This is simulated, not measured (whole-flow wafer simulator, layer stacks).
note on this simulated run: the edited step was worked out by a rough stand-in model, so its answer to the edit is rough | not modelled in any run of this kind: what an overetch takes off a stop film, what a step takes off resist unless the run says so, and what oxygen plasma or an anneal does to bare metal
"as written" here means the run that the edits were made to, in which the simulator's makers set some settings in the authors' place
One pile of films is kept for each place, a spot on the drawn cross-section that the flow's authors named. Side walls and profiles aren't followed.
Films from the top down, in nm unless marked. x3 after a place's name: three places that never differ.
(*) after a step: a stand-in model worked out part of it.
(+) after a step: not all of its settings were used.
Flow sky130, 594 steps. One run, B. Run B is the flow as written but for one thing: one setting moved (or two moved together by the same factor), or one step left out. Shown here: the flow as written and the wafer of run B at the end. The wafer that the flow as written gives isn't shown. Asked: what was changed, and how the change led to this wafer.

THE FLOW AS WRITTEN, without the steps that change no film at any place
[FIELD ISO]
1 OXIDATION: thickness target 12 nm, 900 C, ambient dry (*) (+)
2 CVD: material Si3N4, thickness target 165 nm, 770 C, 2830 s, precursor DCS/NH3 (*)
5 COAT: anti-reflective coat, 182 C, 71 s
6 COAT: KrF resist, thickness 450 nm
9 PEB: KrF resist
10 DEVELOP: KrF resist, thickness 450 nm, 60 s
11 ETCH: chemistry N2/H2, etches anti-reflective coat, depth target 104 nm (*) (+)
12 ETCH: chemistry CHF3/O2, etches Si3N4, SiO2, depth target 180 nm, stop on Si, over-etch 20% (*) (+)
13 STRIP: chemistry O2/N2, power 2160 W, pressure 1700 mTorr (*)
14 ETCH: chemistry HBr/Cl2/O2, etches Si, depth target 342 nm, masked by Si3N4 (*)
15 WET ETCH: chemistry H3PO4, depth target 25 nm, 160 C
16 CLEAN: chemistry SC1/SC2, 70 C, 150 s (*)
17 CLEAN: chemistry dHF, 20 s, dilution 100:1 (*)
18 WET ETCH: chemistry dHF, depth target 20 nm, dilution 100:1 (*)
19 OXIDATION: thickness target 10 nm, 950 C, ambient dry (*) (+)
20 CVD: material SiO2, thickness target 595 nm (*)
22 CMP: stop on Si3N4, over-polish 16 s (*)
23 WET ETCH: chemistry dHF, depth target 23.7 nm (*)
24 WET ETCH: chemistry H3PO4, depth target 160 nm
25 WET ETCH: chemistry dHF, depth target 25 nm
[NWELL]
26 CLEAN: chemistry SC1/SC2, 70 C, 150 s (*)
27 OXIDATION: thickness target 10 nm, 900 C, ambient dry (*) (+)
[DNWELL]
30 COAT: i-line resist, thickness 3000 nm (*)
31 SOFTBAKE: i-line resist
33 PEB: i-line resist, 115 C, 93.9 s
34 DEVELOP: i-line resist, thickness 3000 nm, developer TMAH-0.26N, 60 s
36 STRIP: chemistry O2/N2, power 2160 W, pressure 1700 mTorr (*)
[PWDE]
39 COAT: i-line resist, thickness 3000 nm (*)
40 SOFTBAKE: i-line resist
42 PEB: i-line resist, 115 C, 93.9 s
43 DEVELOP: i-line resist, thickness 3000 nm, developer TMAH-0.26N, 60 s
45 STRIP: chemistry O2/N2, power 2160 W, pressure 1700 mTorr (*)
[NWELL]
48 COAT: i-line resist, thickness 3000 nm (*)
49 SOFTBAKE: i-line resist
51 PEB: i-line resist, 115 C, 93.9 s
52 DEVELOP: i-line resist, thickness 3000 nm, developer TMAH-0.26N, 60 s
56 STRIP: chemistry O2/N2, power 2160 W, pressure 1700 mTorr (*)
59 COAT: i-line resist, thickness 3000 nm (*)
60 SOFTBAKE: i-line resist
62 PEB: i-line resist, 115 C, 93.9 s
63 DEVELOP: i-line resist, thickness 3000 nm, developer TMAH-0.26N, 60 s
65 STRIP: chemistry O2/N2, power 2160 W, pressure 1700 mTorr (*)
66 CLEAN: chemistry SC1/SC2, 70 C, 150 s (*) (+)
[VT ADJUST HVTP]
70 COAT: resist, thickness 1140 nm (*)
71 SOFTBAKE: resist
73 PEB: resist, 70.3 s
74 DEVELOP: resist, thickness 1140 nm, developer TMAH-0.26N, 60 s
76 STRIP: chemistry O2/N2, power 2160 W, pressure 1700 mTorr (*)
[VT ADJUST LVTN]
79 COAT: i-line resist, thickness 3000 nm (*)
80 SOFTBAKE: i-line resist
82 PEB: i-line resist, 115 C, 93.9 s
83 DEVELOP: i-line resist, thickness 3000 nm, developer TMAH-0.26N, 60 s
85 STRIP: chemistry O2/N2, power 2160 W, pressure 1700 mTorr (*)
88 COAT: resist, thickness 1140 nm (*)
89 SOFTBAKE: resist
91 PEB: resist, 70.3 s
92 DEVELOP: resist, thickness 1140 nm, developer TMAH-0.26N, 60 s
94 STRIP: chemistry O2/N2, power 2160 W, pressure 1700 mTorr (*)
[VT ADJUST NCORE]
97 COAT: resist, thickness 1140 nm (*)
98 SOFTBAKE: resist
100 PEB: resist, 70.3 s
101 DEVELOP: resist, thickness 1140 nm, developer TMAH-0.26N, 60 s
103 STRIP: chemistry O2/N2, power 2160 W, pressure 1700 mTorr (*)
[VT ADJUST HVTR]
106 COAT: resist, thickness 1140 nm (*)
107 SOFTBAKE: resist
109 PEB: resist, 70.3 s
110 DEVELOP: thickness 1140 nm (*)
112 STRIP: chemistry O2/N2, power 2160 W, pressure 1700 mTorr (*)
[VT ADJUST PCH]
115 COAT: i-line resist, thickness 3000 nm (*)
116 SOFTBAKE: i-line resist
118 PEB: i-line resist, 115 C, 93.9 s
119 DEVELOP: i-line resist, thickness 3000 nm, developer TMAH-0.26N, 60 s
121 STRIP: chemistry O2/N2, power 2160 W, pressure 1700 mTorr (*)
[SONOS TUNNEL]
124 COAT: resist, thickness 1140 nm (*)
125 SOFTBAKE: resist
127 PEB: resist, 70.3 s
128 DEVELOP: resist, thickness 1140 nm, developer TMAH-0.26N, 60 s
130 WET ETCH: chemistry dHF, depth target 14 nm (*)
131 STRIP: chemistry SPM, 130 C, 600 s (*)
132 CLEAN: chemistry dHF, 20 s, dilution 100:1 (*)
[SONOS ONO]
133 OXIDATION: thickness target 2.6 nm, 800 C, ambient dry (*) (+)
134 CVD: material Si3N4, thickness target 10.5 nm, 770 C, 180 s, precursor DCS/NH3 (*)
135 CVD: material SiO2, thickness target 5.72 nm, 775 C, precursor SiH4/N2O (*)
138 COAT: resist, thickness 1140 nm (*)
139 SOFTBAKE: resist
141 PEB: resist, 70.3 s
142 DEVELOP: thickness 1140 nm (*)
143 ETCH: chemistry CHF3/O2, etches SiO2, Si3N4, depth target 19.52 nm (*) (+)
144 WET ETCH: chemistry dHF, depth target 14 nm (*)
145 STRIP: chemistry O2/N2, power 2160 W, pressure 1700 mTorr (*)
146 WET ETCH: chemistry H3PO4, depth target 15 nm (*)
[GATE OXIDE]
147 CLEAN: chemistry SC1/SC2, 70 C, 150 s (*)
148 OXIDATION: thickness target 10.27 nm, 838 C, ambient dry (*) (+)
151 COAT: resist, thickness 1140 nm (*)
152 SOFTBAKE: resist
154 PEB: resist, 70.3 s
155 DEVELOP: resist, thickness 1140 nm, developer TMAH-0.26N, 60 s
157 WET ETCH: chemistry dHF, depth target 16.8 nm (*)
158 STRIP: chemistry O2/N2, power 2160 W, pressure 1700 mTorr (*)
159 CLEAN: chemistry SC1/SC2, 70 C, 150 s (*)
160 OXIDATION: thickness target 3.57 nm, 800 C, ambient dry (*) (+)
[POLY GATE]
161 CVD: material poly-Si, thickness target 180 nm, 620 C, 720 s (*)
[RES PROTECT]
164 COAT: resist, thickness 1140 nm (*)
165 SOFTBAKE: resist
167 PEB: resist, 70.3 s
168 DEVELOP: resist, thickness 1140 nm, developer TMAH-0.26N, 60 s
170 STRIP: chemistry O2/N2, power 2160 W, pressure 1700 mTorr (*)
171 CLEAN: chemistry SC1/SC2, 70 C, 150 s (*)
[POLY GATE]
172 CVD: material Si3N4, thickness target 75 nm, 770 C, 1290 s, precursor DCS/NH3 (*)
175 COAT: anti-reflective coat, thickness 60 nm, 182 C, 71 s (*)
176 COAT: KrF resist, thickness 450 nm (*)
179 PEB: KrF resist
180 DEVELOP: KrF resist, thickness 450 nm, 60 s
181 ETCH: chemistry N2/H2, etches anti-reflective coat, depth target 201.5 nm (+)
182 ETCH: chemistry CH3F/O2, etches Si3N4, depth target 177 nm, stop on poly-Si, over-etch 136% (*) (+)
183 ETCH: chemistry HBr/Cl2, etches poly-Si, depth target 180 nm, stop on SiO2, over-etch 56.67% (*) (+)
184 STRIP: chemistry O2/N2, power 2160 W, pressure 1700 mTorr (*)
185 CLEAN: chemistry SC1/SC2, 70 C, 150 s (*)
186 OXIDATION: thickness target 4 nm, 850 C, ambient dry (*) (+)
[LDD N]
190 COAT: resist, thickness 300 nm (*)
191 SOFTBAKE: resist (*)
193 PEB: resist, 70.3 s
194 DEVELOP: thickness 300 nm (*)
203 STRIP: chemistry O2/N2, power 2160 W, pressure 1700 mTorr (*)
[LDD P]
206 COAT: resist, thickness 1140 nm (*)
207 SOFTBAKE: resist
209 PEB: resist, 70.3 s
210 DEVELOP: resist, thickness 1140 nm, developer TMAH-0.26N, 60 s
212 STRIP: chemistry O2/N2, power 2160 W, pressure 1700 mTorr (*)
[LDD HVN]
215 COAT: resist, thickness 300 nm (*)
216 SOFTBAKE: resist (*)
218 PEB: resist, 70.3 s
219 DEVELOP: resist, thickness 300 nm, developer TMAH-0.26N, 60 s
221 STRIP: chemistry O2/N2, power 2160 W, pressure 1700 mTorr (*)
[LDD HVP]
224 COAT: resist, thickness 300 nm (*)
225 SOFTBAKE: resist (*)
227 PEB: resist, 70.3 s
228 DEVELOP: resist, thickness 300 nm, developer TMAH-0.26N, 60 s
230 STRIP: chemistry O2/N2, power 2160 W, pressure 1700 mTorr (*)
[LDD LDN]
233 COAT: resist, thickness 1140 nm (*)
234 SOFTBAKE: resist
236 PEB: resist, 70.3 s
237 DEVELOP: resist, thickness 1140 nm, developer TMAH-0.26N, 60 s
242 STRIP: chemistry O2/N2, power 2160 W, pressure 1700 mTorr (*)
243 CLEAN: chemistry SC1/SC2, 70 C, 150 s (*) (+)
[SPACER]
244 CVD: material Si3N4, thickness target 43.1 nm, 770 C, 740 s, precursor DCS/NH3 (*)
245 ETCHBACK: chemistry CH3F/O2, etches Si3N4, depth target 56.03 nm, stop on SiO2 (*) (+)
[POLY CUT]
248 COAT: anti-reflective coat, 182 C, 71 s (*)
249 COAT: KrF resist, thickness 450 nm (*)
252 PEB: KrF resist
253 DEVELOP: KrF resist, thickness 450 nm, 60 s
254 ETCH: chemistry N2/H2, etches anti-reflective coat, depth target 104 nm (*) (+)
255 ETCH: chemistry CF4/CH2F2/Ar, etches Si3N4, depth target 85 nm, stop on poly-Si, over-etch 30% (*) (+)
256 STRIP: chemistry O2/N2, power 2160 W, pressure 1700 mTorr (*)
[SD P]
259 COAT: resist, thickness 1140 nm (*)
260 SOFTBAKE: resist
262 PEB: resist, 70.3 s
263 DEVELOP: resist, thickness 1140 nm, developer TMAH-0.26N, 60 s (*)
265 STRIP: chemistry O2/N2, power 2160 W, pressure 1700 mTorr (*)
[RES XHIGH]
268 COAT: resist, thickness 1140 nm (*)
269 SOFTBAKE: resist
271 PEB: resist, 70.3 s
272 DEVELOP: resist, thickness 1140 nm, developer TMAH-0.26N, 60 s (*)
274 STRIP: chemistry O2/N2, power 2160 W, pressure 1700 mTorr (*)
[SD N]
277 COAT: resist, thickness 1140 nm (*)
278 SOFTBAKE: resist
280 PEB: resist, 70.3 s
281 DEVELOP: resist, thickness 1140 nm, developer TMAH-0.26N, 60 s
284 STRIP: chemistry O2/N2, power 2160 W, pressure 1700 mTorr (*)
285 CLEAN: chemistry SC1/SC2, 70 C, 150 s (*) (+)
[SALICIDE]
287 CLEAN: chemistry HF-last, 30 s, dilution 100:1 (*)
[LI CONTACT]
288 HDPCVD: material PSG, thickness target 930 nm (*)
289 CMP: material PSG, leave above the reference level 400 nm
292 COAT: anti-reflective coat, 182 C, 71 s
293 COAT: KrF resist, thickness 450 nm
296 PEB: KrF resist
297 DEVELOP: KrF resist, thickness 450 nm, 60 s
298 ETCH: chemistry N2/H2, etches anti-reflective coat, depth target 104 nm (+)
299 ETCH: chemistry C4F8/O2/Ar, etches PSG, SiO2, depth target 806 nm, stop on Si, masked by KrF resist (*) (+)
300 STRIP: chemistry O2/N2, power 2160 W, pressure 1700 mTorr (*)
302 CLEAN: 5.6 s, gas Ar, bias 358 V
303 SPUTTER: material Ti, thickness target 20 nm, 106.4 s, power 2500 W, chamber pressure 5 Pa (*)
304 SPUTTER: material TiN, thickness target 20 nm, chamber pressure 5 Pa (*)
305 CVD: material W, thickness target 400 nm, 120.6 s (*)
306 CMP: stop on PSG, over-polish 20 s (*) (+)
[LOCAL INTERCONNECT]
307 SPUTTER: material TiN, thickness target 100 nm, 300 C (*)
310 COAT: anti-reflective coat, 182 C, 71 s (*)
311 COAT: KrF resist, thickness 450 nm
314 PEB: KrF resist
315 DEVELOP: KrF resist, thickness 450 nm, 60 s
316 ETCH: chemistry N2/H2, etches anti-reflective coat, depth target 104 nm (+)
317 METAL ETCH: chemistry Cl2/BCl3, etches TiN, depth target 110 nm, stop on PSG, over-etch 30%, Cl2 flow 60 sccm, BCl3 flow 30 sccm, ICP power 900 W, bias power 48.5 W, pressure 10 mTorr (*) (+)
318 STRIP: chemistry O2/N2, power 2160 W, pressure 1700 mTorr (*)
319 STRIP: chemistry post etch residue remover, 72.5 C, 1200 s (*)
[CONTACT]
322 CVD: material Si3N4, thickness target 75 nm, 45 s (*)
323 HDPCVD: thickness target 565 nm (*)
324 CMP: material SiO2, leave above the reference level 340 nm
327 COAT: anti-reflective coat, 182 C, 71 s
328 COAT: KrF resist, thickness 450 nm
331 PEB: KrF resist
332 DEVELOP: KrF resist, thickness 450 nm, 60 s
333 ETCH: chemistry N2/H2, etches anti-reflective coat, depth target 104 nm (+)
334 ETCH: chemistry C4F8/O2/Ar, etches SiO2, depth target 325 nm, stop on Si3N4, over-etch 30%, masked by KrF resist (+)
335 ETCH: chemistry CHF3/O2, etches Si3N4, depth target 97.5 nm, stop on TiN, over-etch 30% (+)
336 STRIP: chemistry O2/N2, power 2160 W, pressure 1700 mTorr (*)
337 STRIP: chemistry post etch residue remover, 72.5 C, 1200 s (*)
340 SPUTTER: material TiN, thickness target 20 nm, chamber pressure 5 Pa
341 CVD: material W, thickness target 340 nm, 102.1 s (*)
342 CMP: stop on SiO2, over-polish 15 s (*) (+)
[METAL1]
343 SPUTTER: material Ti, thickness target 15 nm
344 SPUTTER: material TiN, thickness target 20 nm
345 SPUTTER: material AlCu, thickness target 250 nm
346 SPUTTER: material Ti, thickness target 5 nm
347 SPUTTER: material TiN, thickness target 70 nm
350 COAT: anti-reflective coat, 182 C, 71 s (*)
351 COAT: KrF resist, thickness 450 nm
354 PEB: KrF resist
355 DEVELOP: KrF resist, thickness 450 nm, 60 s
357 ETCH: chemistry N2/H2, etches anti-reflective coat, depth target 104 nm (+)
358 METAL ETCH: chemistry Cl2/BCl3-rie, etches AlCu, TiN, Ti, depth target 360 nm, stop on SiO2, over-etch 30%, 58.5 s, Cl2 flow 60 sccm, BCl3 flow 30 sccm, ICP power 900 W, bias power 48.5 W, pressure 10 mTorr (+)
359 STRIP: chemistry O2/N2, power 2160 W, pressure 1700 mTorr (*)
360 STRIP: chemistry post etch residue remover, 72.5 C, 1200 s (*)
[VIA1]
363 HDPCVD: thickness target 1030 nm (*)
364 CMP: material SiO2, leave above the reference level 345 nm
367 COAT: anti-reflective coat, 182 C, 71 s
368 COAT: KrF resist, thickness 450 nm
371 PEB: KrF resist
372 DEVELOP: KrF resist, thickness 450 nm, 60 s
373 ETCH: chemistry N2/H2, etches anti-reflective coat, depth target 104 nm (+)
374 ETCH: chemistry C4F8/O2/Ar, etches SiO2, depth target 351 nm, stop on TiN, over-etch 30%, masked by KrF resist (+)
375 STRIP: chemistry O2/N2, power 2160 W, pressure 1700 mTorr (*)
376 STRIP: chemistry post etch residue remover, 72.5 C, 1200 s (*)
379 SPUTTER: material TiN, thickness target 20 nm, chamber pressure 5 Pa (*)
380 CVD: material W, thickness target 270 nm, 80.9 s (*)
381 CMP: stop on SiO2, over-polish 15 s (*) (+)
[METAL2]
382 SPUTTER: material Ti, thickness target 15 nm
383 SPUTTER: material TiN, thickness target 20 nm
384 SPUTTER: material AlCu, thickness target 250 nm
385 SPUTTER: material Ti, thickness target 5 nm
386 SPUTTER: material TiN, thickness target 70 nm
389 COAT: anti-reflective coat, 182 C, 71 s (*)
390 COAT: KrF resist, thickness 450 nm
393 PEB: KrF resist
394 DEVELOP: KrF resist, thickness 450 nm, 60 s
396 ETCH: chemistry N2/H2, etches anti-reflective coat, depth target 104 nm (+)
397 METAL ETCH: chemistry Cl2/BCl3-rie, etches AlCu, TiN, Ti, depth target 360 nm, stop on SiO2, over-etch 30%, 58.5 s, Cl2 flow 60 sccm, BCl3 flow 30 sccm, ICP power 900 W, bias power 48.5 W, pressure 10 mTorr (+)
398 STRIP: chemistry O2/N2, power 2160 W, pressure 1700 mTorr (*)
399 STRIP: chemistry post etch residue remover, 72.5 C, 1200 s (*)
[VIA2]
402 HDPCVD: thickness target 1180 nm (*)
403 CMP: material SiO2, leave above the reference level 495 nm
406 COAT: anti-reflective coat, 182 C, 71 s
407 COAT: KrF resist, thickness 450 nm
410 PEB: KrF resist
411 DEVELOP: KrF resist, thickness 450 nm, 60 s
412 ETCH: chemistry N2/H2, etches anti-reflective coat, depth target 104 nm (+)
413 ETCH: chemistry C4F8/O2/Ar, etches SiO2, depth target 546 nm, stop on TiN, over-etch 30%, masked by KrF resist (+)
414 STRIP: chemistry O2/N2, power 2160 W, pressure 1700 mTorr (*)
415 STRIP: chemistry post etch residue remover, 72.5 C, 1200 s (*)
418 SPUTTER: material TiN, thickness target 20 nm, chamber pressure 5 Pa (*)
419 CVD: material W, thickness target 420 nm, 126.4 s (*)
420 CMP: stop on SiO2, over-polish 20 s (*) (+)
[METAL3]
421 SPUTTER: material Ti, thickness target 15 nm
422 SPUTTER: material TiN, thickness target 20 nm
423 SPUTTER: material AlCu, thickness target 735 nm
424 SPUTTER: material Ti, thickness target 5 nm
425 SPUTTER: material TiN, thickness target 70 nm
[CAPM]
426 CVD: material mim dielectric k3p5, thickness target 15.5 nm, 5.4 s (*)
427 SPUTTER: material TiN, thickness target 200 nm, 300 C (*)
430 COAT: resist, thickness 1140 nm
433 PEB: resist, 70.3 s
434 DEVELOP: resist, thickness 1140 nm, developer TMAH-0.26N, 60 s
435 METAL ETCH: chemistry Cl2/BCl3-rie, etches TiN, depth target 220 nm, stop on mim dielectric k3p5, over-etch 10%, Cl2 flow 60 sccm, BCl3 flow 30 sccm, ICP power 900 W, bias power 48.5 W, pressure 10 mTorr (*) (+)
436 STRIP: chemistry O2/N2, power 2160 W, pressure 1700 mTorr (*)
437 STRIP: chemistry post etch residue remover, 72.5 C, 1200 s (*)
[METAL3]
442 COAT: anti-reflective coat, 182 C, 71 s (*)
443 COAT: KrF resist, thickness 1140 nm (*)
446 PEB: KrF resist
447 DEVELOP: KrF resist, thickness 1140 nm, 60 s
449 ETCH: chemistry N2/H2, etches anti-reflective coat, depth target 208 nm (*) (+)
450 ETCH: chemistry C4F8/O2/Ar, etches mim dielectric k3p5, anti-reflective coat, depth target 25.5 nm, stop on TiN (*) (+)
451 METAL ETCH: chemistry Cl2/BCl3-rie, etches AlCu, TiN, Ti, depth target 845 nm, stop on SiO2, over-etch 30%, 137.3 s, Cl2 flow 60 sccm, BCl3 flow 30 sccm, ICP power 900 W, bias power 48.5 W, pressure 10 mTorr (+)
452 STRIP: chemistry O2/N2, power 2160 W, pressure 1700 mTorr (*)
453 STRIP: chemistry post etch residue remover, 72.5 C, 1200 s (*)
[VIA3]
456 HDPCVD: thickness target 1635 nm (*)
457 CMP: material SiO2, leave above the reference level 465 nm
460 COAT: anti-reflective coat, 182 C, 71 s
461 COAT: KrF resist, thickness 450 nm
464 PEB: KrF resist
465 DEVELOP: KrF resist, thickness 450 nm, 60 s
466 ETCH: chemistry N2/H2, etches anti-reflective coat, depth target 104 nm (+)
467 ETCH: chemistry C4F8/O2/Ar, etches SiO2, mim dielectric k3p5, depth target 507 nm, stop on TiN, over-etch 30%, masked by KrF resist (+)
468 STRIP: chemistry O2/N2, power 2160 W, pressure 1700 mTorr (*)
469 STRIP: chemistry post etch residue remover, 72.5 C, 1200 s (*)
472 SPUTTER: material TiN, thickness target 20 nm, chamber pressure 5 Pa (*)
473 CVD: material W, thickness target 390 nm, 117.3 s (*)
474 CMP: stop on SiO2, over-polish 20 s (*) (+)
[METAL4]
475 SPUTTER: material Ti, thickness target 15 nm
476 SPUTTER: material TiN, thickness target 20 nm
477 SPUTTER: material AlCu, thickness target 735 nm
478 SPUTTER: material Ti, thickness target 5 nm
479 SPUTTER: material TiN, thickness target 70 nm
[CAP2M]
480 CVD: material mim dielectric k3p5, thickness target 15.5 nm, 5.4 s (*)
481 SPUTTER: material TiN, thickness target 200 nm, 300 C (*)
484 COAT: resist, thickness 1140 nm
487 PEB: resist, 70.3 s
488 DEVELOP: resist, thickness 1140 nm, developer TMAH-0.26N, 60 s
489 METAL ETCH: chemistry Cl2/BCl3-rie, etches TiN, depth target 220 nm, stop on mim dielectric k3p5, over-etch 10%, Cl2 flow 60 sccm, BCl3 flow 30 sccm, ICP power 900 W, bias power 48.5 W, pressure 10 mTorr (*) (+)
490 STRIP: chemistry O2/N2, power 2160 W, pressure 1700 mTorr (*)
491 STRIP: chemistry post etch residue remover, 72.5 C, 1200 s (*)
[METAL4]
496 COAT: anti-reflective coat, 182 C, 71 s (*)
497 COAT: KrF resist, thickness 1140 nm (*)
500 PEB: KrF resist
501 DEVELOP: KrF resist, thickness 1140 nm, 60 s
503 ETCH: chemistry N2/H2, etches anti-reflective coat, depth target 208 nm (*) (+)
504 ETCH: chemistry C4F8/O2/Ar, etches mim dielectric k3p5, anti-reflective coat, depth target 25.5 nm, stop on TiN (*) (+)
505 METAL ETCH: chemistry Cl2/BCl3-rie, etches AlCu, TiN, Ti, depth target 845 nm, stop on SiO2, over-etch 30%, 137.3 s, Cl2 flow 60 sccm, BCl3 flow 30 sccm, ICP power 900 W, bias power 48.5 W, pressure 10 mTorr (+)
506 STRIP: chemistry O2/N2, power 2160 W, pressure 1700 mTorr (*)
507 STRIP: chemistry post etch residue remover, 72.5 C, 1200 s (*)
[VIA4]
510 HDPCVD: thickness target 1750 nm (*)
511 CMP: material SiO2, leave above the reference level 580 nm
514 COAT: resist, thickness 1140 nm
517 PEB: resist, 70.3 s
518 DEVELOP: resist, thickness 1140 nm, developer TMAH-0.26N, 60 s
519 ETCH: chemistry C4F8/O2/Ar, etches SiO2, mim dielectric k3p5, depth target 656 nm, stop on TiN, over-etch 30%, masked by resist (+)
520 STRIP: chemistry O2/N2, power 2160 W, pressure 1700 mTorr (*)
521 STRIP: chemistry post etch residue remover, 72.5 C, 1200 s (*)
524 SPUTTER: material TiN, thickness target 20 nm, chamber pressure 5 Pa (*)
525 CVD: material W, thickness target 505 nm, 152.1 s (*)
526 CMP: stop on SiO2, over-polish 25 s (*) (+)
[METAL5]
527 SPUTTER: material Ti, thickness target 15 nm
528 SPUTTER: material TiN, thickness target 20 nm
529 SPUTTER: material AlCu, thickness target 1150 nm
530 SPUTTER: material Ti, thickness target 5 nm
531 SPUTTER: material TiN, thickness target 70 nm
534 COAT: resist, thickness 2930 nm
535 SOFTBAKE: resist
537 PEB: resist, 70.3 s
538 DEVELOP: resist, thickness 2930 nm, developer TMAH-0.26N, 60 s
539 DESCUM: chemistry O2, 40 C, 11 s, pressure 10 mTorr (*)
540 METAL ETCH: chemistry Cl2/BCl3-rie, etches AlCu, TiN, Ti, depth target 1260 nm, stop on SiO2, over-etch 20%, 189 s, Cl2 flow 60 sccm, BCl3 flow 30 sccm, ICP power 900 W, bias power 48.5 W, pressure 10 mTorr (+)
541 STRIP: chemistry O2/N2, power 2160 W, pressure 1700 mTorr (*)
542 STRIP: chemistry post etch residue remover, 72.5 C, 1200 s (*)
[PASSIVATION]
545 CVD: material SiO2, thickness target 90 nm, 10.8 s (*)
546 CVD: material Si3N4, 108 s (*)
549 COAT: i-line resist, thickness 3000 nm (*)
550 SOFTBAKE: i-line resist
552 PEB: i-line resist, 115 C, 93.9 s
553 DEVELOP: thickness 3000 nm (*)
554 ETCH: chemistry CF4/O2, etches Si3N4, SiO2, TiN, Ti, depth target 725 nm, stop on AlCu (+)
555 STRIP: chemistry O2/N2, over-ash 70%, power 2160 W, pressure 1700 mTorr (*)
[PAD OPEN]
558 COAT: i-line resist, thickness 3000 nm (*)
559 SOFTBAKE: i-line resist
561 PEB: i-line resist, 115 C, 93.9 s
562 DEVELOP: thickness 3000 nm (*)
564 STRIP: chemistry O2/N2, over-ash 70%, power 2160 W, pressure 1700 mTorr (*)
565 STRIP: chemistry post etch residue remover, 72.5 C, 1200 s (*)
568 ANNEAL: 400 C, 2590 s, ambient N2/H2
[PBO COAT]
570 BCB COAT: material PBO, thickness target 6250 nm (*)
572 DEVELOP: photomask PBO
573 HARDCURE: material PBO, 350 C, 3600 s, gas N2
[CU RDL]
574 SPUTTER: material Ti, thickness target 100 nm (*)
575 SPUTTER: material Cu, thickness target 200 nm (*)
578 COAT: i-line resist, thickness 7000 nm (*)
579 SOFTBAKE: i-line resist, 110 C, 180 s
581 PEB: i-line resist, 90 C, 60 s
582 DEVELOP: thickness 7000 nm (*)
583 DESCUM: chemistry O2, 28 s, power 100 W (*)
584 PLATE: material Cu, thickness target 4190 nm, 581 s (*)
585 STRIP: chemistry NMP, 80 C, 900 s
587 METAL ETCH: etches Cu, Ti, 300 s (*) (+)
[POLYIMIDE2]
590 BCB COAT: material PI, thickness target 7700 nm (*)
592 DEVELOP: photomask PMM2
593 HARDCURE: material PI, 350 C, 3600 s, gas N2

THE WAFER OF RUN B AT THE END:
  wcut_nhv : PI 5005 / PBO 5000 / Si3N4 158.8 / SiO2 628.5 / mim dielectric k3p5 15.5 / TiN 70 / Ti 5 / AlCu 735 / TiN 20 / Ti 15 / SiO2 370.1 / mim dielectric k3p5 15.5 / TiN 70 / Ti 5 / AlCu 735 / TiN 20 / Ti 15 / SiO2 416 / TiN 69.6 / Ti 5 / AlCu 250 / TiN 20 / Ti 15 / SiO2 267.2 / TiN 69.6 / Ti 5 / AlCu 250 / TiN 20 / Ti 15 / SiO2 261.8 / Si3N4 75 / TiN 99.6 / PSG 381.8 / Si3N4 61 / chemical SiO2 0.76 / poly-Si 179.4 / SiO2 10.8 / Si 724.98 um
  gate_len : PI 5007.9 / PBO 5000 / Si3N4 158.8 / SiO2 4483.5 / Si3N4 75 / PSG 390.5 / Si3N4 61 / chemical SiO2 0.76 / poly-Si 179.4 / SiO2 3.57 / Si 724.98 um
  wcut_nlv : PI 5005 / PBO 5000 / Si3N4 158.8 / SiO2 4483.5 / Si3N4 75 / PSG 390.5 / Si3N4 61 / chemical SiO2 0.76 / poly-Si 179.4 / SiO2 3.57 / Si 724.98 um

The cause: step 545, CVD: thickness target 122 nm was run, where the flow has thickness target 90 nm; step 545, CVD: 14.7 s was run, where the flow has 10.8 s.

How the change led to this, step by step:
  545 CVD: material SiO2, thickness target 90 nm, 10.8 s (*)
      field, active, gate and 175 more: SiO2 +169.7 (as written it would be: SiO2 +125.2)
      n_well, p_well, sd_n and 12 more: SiO2 +169.7 (new film) (as written it would be: SiO2 +125.2 (new film))
  550 SOFTBAKE: i-line resist
      gate_p_lvt, iso_guard_hv_nw: i-line resist +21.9 (as written it would be: i-line resist +20.6)
      active: i-line resist +13 (as written it would be: i-line resist +12)
      (and at 55 more places)
  554 ETCH: chemistry CF4/O2, etches Si3N4, SiO2, TiN, Ti, depth target 725 nm, stop on AlCu (+)
      field, active, n_well and 189 more: i-line resist -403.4 (as written it would be: i-line resist -358.9)
      pad: Si3N4 -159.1 (all of it), SiO2 -169.7 (all of it), TiN -69.6 (all of it), Ti -5 (all of it) (as written it would be: Si3N4 -159.1 (all of it), SiO2 -125.2 (all of it), TiN -69.6 (all of it), Ti -5 (all of it))
  555 STRIP: chemistry O2/N2, over-ash 70%, power 2160 W, pressure 1700 mTorr (*)
      n_well, p_well, sd_n, sd_p: i-line resist -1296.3 (all of it) (as written it would be: i-line resist -1340.8 (all of it))
      m1: i-line resist -1321.3 (all of it) (as written it would be: i-line resist -1364.1 (all of it))
      (and at 8 more places)
  558 COAT: i-line resist, thickness 3000 nm (*)
      pad: i-line resist +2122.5 (new film) (as written it would be: i-line resist +2077.7 (new film))
  559 SOFTBAKE: i-line resist
      gate_p_lvt, iso_guard_hv_nw: i-line resist +21.9 (as written it would be: i-line resist +20.6)
      field: i-line resist +13.5 (as written it would be: i-line resist +12.5)
      (and at 62 more places)
  561 PEB: i-line resist, 115 C, 93.9 s
      pad: i-line resist -33 (as written it would be: i-line resist -32.2)
  562 DEVELOP: thickness 3000 nm (*)
      pad: i-line resist -2089.5 (all of it) (as written it would be: i-line resist -2045.5 (all of it))
  578 COAT: i-line resist, thickness 7000 nm (*)
      pad: i-line resist +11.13 um (new film) (as written it would be: i-line resist +11.08 um (new film))
  579 SOFTBAKE: i-line resist, 110 C, 180 s
      mim, vcap_hvt: i-line resist -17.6 (as written it would be: i-line resist -16.8)
      rpo_hd_licon, mim2: i-line resist -15.5 (as written it would be: i-line resist -14.9)
      (and at 19 more places)
  582 DEVELOP: thickness 7000 nm (*)
      pad: i-line resist -11.13 um (all of it) (as written it would be: i-line resist -11.08 um (all of it))
